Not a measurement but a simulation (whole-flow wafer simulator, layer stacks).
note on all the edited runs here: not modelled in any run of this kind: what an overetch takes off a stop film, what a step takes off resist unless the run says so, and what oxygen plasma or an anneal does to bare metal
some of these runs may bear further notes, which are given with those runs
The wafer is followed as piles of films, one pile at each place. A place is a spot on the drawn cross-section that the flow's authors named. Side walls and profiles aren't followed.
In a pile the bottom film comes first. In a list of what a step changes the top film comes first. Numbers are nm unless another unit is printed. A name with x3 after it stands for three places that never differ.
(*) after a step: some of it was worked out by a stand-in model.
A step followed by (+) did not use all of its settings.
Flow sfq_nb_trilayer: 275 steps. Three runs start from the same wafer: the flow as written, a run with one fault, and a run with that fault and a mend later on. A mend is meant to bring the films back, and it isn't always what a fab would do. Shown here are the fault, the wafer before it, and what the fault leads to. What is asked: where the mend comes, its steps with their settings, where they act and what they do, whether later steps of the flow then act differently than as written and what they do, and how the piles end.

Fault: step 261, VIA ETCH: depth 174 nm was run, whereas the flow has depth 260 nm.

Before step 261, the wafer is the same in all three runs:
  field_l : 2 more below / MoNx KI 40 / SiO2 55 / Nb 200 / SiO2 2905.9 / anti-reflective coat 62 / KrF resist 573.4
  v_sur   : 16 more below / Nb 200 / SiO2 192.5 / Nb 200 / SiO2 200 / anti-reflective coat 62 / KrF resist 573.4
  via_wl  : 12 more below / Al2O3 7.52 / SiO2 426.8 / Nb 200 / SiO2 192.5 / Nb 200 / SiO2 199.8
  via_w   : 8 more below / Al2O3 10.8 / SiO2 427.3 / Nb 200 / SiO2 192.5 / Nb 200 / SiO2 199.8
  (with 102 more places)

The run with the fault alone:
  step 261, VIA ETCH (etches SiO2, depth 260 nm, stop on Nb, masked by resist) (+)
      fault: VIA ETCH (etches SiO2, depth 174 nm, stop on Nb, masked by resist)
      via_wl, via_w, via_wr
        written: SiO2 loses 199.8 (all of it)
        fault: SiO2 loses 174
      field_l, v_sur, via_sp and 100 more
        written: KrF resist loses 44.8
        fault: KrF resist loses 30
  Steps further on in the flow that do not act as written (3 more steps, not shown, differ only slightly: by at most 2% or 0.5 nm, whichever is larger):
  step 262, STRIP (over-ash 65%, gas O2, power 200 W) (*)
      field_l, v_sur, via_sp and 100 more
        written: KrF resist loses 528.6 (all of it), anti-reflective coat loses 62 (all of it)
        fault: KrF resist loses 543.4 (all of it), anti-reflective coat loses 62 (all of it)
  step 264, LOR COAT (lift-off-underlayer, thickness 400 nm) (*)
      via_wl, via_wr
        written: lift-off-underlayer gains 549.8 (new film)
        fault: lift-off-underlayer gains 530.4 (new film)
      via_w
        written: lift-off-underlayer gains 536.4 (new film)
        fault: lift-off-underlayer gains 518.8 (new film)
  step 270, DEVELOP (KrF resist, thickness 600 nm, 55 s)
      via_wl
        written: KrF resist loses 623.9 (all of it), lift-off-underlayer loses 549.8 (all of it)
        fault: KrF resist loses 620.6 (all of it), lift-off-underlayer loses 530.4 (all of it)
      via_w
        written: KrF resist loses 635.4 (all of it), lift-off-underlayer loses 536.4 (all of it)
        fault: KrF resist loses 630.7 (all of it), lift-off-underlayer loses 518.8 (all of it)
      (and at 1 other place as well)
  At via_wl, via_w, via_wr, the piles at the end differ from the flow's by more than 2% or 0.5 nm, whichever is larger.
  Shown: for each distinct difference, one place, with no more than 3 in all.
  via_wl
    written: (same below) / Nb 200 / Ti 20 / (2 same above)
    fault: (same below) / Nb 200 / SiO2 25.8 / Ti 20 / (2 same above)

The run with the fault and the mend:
  The mend follows step 261.
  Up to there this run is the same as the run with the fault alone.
  step 261a, VIA ETCH (etches SiO2, depth 86 nm, stop on Nb, masked by resist) (+) (the flow's step 261, run once more with other settings)
      field_l, v_sur, via_sp and 100 more
        KrF resist loses 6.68
      via_wl, via_w, via_wr
        SiO2 loses 25.8 (all of it)
  Every later step of the flow that is run acts as written, at every place that is followed, to within 2% or 0.5 nm, whichever is larger.
  By the end, the piles equal the flow's at every place that both follow.
